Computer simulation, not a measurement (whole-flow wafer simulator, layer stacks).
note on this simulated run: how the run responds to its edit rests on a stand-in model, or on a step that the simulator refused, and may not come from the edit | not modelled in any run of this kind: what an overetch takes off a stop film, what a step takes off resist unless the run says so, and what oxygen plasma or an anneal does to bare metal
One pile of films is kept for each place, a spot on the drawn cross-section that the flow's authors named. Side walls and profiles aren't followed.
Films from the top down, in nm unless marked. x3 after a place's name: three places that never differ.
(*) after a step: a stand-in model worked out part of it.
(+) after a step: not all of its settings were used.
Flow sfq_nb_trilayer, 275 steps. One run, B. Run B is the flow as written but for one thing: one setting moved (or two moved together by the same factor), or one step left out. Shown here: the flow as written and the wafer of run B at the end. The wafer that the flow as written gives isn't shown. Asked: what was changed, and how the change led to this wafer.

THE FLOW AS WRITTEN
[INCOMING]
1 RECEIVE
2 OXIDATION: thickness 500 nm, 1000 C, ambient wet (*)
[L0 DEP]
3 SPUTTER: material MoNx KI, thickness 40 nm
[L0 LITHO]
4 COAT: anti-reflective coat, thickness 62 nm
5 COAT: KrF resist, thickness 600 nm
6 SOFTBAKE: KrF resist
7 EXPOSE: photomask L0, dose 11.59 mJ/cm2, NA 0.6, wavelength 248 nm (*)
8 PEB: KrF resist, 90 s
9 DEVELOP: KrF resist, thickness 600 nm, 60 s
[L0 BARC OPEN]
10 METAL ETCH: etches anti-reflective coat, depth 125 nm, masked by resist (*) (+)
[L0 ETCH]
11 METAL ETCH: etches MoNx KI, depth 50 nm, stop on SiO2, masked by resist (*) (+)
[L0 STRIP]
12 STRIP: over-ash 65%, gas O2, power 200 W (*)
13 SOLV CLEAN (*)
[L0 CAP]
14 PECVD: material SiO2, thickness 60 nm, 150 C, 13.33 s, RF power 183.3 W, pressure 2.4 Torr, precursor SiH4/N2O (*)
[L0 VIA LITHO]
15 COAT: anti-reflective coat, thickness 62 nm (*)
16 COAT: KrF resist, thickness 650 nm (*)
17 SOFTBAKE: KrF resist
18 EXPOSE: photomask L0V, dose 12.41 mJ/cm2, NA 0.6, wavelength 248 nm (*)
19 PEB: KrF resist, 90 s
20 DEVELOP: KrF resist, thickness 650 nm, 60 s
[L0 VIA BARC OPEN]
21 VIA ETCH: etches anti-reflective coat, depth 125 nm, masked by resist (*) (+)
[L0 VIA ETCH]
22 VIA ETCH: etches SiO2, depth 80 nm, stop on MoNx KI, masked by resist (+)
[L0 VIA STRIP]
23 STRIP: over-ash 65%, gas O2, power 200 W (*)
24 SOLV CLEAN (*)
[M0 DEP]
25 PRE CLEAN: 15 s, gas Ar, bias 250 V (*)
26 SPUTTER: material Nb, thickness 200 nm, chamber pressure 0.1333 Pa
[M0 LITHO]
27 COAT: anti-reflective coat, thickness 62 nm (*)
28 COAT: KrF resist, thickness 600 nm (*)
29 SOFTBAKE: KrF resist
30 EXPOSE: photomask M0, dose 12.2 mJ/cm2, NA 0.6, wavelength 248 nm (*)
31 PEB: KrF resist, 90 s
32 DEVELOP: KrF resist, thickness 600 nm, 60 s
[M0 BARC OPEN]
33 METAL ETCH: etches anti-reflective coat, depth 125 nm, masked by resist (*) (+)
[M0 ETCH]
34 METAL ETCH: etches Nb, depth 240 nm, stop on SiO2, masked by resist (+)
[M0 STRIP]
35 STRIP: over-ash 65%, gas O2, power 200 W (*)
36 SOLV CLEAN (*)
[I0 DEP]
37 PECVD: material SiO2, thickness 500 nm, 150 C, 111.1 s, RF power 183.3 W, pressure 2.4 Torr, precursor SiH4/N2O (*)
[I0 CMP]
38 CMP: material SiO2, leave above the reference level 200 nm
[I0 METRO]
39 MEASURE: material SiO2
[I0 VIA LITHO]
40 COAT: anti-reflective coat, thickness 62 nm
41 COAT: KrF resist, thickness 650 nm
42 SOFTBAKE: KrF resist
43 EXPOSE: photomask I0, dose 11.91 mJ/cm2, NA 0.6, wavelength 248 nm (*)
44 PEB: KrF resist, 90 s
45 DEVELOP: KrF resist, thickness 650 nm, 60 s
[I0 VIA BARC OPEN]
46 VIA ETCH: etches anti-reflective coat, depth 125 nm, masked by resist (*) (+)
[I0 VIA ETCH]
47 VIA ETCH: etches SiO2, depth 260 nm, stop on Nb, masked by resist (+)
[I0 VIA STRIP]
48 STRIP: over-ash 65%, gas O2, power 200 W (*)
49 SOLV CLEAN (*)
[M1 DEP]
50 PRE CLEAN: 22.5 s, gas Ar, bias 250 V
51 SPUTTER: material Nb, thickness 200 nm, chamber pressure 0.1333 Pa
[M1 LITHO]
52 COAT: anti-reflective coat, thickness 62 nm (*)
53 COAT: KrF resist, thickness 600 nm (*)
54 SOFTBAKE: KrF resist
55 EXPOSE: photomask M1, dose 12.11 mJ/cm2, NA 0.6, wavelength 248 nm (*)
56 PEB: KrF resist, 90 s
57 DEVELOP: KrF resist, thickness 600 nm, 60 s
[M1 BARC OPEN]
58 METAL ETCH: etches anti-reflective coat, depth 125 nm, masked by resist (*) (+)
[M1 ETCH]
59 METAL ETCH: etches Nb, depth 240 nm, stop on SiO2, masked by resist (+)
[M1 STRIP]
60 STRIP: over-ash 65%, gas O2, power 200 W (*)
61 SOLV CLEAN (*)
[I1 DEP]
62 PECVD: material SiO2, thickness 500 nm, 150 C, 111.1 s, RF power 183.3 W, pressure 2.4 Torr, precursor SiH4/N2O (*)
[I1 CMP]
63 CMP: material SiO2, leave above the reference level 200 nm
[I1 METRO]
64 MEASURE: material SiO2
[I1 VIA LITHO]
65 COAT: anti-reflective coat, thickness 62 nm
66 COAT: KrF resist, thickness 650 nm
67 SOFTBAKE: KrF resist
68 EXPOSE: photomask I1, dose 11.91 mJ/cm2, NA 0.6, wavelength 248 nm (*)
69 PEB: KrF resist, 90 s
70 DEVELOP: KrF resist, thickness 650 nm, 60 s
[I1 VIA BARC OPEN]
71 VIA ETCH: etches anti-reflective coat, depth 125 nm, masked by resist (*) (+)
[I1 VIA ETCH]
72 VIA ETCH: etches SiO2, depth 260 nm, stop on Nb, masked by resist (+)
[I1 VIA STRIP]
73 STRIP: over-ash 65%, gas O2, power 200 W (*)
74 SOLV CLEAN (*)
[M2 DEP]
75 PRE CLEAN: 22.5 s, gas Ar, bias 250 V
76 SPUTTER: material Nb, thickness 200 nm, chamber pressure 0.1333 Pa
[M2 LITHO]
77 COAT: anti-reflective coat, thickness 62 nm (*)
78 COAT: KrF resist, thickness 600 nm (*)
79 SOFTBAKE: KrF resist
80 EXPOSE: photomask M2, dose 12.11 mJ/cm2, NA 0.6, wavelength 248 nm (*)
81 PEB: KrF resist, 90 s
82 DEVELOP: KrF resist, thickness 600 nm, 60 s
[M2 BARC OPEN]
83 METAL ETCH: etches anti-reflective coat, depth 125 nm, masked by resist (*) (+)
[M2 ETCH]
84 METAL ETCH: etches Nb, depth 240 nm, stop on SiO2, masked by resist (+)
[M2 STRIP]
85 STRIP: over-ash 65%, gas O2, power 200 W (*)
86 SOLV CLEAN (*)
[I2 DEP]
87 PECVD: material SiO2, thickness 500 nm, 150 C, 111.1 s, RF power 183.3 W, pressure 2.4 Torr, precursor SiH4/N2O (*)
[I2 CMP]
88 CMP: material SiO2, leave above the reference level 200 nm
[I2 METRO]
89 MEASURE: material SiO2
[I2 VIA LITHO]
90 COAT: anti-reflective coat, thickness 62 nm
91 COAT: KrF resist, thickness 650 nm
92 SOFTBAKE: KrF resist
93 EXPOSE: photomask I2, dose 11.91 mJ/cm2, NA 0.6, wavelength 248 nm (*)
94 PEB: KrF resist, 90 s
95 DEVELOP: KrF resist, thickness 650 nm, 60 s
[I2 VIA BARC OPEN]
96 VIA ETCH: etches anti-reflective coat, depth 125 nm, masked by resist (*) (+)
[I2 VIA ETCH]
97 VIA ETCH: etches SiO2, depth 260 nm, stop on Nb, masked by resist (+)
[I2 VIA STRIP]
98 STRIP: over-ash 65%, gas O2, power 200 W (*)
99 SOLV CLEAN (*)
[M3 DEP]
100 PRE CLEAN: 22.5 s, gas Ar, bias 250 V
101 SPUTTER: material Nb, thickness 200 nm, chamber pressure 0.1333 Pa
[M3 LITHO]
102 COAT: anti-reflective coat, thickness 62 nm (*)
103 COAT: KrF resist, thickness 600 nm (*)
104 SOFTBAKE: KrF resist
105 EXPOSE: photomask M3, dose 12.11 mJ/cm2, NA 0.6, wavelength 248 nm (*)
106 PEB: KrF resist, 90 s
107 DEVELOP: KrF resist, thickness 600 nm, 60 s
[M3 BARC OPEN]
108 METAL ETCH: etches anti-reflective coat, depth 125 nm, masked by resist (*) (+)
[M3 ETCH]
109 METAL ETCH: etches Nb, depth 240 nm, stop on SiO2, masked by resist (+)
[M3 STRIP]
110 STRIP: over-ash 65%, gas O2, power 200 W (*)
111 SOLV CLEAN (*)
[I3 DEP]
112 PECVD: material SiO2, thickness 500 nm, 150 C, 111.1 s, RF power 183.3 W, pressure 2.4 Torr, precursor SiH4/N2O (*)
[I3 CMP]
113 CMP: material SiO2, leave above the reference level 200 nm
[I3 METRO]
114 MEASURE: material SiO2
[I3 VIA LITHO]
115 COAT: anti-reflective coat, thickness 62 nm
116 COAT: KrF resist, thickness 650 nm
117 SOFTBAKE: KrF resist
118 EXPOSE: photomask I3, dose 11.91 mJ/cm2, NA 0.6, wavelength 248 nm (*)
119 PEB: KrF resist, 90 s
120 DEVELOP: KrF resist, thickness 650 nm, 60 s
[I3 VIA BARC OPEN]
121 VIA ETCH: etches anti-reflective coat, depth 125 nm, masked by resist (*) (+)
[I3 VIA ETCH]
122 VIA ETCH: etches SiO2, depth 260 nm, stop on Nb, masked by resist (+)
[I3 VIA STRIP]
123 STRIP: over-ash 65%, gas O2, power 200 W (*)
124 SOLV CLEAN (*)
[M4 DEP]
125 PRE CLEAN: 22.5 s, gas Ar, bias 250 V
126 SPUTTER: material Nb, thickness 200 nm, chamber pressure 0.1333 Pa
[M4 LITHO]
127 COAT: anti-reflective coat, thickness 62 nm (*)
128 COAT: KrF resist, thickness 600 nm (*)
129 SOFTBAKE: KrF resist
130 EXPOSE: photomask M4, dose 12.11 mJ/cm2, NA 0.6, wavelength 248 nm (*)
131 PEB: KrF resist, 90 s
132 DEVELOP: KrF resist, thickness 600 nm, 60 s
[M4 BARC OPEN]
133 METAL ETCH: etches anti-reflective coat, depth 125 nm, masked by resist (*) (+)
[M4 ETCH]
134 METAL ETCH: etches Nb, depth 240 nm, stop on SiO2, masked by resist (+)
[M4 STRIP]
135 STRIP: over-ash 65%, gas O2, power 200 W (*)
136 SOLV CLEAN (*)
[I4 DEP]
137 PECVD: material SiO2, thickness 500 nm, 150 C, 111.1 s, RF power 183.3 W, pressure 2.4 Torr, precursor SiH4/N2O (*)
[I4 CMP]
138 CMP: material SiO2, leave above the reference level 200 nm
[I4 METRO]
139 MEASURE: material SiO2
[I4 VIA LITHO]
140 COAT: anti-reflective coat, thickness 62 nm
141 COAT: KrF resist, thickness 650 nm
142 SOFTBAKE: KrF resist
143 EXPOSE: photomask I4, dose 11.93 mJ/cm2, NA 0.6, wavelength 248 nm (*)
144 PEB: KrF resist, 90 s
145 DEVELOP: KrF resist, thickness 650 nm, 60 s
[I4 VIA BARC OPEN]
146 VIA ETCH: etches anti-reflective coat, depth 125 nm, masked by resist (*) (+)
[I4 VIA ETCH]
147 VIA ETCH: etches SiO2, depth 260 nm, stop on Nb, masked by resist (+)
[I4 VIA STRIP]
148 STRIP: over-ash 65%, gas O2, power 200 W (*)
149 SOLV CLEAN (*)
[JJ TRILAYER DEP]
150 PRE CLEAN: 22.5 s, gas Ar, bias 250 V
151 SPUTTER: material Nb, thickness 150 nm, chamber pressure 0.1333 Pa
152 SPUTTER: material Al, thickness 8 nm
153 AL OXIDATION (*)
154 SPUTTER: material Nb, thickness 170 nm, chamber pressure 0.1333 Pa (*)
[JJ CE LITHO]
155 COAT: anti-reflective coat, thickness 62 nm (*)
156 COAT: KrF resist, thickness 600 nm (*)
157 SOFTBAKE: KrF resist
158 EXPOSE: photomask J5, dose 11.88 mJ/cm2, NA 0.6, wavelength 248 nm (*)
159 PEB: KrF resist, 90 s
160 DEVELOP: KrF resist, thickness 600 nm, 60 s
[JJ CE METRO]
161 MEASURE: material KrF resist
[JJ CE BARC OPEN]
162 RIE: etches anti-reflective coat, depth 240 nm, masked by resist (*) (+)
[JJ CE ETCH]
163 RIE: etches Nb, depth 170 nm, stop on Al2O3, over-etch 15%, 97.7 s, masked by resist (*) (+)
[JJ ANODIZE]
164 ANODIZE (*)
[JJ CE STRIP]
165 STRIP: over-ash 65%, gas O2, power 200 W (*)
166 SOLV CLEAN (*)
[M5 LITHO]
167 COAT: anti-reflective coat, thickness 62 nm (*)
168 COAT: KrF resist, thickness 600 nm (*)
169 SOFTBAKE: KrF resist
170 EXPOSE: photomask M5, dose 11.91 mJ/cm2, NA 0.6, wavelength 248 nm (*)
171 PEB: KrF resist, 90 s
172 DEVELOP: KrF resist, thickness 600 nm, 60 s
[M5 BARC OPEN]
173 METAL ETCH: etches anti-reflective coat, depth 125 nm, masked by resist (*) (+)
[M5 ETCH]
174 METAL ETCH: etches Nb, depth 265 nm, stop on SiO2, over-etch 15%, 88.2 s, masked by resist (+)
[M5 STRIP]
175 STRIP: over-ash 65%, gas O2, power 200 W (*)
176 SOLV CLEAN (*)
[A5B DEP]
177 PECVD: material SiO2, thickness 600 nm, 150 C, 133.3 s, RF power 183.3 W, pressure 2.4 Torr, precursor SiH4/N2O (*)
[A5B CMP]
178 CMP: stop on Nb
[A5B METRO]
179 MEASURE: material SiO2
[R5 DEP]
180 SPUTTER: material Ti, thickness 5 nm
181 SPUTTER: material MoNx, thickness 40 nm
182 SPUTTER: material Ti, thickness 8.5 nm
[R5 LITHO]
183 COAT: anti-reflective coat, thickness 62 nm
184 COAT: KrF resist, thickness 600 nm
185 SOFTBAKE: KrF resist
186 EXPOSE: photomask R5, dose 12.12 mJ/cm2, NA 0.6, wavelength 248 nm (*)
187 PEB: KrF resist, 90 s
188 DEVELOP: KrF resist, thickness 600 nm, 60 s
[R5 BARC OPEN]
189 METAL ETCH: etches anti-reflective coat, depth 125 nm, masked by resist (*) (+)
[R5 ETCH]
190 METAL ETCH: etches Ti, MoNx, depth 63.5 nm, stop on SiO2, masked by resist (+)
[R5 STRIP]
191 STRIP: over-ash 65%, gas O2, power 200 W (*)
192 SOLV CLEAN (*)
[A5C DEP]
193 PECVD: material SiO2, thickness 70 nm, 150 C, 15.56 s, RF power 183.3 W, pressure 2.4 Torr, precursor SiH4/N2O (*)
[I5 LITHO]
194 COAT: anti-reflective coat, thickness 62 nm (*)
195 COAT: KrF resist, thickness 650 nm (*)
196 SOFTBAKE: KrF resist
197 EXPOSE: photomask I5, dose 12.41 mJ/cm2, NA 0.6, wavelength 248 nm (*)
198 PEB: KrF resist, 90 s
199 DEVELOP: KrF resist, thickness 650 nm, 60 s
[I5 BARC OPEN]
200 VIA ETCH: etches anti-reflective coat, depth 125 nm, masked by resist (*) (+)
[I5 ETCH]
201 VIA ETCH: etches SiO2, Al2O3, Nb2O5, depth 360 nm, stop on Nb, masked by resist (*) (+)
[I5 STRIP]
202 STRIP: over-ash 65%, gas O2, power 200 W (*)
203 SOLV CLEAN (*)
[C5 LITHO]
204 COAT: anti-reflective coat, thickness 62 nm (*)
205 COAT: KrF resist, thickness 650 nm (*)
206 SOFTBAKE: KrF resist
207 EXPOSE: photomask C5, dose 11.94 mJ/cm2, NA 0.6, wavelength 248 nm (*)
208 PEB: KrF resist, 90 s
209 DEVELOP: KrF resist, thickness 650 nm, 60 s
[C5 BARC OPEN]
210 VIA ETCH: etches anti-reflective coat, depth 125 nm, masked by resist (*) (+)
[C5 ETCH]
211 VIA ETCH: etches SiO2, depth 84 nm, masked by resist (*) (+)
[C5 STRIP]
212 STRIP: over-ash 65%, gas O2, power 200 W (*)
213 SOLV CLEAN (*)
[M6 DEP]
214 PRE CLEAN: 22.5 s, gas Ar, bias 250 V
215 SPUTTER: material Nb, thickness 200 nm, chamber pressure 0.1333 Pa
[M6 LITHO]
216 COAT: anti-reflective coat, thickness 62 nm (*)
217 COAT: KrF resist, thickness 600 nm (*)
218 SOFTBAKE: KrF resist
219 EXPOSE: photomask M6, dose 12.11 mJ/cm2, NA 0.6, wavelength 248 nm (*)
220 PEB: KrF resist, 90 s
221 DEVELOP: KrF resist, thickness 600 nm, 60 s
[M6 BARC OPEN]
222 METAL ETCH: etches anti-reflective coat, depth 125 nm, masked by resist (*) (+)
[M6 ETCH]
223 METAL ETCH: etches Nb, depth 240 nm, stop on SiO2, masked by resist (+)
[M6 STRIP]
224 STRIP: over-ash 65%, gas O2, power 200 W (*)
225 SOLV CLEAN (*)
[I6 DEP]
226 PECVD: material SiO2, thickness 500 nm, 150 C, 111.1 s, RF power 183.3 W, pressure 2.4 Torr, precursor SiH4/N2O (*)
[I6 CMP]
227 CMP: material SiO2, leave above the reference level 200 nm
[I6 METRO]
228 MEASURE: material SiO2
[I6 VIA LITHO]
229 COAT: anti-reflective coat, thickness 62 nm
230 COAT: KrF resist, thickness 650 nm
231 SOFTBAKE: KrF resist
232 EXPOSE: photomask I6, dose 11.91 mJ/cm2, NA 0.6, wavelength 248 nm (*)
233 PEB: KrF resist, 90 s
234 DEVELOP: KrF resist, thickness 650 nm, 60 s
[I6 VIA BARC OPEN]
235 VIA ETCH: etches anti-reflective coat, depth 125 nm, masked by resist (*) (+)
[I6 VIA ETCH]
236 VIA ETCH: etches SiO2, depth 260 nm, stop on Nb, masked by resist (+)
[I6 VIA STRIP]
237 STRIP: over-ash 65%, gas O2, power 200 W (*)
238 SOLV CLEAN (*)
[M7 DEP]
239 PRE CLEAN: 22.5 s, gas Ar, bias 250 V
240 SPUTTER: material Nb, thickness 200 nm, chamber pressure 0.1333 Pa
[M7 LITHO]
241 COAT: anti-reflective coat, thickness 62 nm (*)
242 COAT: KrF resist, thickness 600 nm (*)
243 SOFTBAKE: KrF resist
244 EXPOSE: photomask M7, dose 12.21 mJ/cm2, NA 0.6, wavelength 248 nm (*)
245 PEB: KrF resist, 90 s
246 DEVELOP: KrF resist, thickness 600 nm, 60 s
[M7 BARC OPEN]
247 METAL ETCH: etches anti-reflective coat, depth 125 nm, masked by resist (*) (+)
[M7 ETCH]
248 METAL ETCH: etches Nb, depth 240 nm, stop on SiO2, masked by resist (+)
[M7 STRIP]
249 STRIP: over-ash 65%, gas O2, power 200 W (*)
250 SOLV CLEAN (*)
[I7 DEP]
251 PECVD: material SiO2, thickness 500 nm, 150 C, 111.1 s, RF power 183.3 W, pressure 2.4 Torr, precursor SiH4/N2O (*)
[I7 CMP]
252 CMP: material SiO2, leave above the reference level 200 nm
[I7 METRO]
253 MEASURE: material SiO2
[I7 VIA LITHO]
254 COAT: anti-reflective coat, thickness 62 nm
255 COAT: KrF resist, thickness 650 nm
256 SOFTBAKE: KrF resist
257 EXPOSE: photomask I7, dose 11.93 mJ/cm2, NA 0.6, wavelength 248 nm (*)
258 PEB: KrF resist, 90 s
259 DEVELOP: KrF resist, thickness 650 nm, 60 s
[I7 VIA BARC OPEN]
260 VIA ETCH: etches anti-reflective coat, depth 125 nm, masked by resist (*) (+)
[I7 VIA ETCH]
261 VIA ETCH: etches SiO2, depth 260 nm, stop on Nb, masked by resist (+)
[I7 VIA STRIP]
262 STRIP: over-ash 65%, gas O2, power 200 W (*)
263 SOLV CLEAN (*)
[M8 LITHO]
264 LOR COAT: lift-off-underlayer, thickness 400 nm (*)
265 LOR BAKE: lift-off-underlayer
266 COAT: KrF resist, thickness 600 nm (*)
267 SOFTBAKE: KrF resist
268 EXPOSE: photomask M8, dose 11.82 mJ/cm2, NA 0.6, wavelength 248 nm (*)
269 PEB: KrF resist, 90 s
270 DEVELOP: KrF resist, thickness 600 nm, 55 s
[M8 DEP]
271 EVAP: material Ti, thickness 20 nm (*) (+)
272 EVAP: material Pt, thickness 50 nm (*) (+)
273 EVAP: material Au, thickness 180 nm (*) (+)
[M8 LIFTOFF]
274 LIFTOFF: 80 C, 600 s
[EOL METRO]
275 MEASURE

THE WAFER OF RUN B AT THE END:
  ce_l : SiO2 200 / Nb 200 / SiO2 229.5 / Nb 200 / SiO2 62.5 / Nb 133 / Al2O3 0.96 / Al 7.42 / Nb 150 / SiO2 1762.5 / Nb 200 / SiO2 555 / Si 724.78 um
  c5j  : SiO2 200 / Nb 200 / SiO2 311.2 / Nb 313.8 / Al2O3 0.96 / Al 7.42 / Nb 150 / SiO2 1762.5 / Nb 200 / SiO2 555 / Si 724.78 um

The cause: step 190, METAL ETCH: depth 90.5 nm was run, where the flow has depth 63.5 nm.

How the change led to this, step by step:
  190 METAL ETCH: etches Ti, MoNx, depth 63.5 nm, stop on SiO2, masked by resist (+)
      be_r, r_sur, res, r_end, r5r_line_l, r5r_line_c, r5r_line_r: KrF resist -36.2 (as written it would be: KrF resist -25.4)
      ce_l, c5j, ce_r, wl_jj: Ti -8.5 (all of it), MoNx -40 (all of it), Ti -5 (all of it), Nb -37 (as written it would be: Ti -8.5 (all of it), MoNx -40 (all of it), Ti -5 (all of it), Nb -10)
  191 STRIP: over-ash 65%, gas O2, power 200 W (*)
      be_r, r_sur, res, r_end, r5r_line_l, r5r_line_c, r5r_line_r: KrF resist -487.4 (all of it), anti-reflective coat -62 (all of it) (as written it would be: KrF resist -498.2 (all of it), anti-reflective coat -62 (all of it))
  194 COAT: anti-reflective coat, thickness 62 nm (*)
      wl_j_sl, wl_j_sr: anti-reflective coat +56 (new film) (as written it would be: anti-reflective coat +60.2 (new film))
      jj_sur: anti-reflective coat +56.6 (new film) (as written it would be: anti-reflective coat +60.8 (new film))
      (and at 5 more places)
  195 COAT: KrF resist, thickness 650 nm (*)
      c5j: KrF resist +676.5 (new film) (as written it would be: KrF resist +662.7 (new film))
  202 STRIP: over-ash 65%, gas O2, power 200 W (*)
      wl_j_sl, wl_j_sr: KrF resist -333.2 (all of it), anti-reflective coat -56 (all of it) (as written it would be: KrF resist -333.3 (all of it), anti-reflective coat -60.2 (all of it))
      jj_sur: KrF resist -337.4 (all of it), anti-reflective coat -56.6 (all of it) (as written it would be: KrF resist -337.2 (all of it), anti-reflective coat -60.8 (all of it))
      (and at 5 more places)
  204 COAT: anti-reflective coat, thickness 62 nm (*)
      wl_j_sl, wl_j_sr: anti-reflective coat +56 (new film) (as written it would be: anti-reflective coat +60.2 (new film))
      jj_sur: anti-reflective coat +55.2 (new film) (as written it would be: anti-reflective coat +59.5 (new film))
      (and at 5 more places)
  205 COAT: KrF resist, thickness 650 nm (*)
      c5j: KrF resist +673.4 (new film) (as written it would be: KrF resist +659.4 (new film))
  209 DEVELOP: KrF resist, thickness 650 nm, 60 s
      c5j: KrF resist -671.9 (all of it) (as written it would be: KrF resist -658.1 (all of it))
  210 VIA ETCH: etches anti-reflective coat, depth 125 nm, masked by resist (*) (+)
      c5j: anti-reflective coat -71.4 (all of it), SiO2 -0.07 (as written it would be: anti-reflective coat -63.9 (all of it), SiO2 -0.11)
  212 STRIP: over-ash 65%, gas O2, power 200 W (*)
      wl_j_sl, wl_j_sr: KrF resist -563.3 (all of it), anti-reflective coat -56 (all of it) (as written it would be: KrF resist -563.4 (all of it), anti-reflective coat -60.2 (all of it))
      jj_sur: KrF resist -562.2 (all of it), anti-reflective coat -55.2 (all of it) (as written it would be: KrF resist -562 (all of it), anti-reflective coat -59.5 (all of it))
      (and at 4 more places)
  216 COAT: anti-reflective coat, thickness 62 nm (*)
      wl_j_sl, wl_j_sr: anti-reflective coat +56.1 (new film) (as written it would be: anti-reflective coat +60.2 (new film))
      jj_sur: anti-reflective coat +51.7 (new film) (as written it would be: anti-reflective coat +56.1 (new film))
      (and at 5 more places)
  217 COAT: KrF resist, thickness 600 nm (*)
      c5j: KrF resist +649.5 (new film) (as written it would be: KrF resist +636 (new film))
      wl_jj: KrF resist +617.4 (new film) (as written it would be: KrF resist +604.7 (new film))
  224 STRIP: over-ash 65%, gas O2, power 200 W (*)
      wl_j_sl, wl_j_sr: KrF resist -382.2 (all of it), anti-reflective coat -56.1 (all of it) (as written it would be: KrF resist -382.5 (all of it), anti-reflective coat -60.2 (all of it))
      jj_sur: KrF resist -378.5 (all of it), anti-reflective coat -51.7 (all of it) (as written it would be: KrF resist -378.5 (all of it), anti-reflective coat -56.1 (all of it))
      (and at 5 more places)
  227 CMP: material SiO2, leave above the reference level 200 nm
      ce_l, ce_r, wl_jj: SiO2 -263 (as written it would be: SiO2 -290)
      c5j: SiO2 -196 (as written it would be: SiO2 -223)
